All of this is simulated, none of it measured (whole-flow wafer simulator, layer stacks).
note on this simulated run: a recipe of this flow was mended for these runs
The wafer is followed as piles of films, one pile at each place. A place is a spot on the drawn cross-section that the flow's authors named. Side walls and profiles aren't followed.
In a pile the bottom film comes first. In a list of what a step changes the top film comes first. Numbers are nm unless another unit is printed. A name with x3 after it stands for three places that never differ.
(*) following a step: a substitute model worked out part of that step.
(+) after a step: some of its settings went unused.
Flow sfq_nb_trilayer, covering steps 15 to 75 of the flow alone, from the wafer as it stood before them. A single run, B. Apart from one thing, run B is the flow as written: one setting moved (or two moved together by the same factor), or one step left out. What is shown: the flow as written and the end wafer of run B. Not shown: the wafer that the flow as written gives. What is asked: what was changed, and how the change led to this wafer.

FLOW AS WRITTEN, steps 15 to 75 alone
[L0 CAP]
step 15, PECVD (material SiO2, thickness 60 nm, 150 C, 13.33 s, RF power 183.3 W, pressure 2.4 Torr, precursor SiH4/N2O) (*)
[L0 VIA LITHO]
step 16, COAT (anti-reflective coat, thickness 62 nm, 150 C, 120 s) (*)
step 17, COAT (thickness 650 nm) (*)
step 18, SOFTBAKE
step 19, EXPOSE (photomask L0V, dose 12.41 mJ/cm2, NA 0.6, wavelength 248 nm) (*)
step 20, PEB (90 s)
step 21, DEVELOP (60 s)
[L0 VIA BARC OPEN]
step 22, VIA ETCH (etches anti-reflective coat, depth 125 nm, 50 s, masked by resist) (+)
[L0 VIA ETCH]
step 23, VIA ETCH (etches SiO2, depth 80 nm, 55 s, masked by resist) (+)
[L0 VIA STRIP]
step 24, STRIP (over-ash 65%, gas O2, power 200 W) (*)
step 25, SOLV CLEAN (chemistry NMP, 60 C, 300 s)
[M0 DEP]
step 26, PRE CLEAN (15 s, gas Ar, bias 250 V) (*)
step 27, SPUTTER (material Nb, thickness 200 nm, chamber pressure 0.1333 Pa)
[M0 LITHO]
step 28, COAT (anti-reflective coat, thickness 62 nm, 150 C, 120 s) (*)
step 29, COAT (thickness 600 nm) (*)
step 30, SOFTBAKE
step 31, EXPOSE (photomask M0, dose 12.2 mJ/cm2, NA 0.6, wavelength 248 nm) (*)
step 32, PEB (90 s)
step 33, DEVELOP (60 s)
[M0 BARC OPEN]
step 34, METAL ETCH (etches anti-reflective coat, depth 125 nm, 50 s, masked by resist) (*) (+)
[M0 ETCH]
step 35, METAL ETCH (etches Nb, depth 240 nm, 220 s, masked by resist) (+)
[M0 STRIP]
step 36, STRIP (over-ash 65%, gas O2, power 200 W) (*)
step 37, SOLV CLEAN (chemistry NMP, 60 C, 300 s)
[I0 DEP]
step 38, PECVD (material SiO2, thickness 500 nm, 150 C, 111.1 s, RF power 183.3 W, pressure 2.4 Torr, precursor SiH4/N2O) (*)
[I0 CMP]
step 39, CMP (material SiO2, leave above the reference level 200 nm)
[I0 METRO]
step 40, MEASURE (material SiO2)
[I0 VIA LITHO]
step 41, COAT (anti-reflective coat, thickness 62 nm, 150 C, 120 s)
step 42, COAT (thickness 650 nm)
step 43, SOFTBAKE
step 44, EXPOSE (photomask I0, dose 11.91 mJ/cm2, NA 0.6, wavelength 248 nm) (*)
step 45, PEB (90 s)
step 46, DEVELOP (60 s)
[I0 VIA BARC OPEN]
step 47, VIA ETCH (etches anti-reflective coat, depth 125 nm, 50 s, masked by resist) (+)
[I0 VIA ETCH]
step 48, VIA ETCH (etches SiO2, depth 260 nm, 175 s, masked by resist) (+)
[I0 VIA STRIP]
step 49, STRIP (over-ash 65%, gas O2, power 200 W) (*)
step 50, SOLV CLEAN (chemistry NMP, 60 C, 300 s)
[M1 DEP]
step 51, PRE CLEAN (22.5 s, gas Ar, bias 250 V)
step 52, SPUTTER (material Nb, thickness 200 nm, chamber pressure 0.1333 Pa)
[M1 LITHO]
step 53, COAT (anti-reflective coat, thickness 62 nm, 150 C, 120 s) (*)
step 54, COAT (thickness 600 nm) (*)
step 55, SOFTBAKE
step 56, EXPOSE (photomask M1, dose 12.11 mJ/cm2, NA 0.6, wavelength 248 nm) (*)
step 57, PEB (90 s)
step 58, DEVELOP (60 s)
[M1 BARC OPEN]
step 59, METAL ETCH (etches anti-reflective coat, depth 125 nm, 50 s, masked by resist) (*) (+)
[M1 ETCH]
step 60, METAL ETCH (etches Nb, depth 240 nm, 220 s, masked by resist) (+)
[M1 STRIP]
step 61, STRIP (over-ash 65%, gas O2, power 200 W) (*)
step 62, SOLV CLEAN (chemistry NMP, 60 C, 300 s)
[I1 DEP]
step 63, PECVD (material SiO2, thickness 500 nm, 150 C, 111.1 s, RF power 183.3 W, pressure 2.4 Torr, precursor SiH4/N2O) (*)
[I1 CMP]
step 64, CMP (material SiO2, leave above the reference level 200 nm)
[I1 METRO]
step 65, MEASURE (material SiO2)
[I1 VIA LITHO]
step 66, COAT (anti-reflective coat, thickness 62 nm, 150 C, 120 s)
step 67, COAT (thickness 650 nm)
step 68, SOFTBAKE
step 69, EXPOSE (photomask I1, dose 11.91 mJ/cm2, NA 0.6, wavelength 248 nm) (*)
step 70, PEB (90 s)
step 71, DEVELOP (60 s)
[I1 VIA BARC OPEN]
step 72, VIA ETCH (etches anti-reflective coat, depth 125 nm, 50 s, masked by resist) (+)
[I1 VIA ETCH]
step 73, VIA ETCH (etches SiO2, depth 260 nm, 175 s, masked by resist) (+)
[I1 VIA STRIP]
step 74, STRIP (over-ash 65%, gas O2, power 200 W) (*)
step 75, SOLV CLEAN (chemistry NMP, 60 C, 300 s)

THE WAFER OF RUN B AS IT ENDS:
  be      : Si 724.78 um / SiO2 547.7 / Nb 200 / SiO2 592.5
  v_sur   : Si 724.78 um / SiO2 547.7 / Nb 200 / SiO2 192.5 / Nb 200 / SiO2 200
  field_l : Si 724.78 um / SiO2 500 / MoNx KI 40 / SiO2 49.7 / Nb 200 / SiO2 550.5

Cause: step 15, PECVD: RF power 155.8 W was run, whereas the flow has RF power 183.3 W.

Step by step, how the change led to this:
  step 15, PECVD (material SiO2, thickness 60 nm, 150 C, 13.33 s, RF power 183.3 W, pressure 2.4 Torr, precursor SiH4/N2O) (*)
      v_sur, via_wl, via_w and 97 more: +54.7 SiO2 (in the flow as written it would be: +60 SiO2)
      field_l, l0_sur, l0v, l0r_line_l, l0r_line_c, l0r_line_r: +54.7 SiO2 (new film) (in the flow as written it would be: +60 SiO2 (new film))
  step 23, VIA ETCH (etches SiO2, depth 80 nm, 55 s, masked by resist) (+)
      l0v: -54.4 SiO2 (all of it), -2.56 MoNx KI (in the flow as written it would be: -59.7 SiO2 (all of it), -2.03 MoNx KI)
  step 28, COAT (anti-reflective coat, thickness 62 nm, 150 C, 120 s) (*)
      l0_sur: +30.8 anti-reflective coat (new film) (in the flow as written it would be: +29.3 anti-reflective coat (new film))
      l0v: +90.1 anti-reflective coat (new film) (in the flow as written it would be: +92.5 anti-reflective coat (new film))
  step 36, STRIP (over-ash 65%, gas O2, power 200 W) (*)
      l0_sur: -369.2 KrF-resist-other-grade (all of it), -30.8 anti-reflective coat (all of it) (in the flow as written it would be: -370 KrF-resist-other-grade (all of it), -29.3 anti-reflective coat (all of it))
      l0v: -371.9 KrF-resist-other-grade (all of it), -90.1 anti-reflective coat (all of it) (in the flow as written it would be: -374.1 KrF-resist-other-grade (all of it), -92.5 anti-reflective coat (all of it))
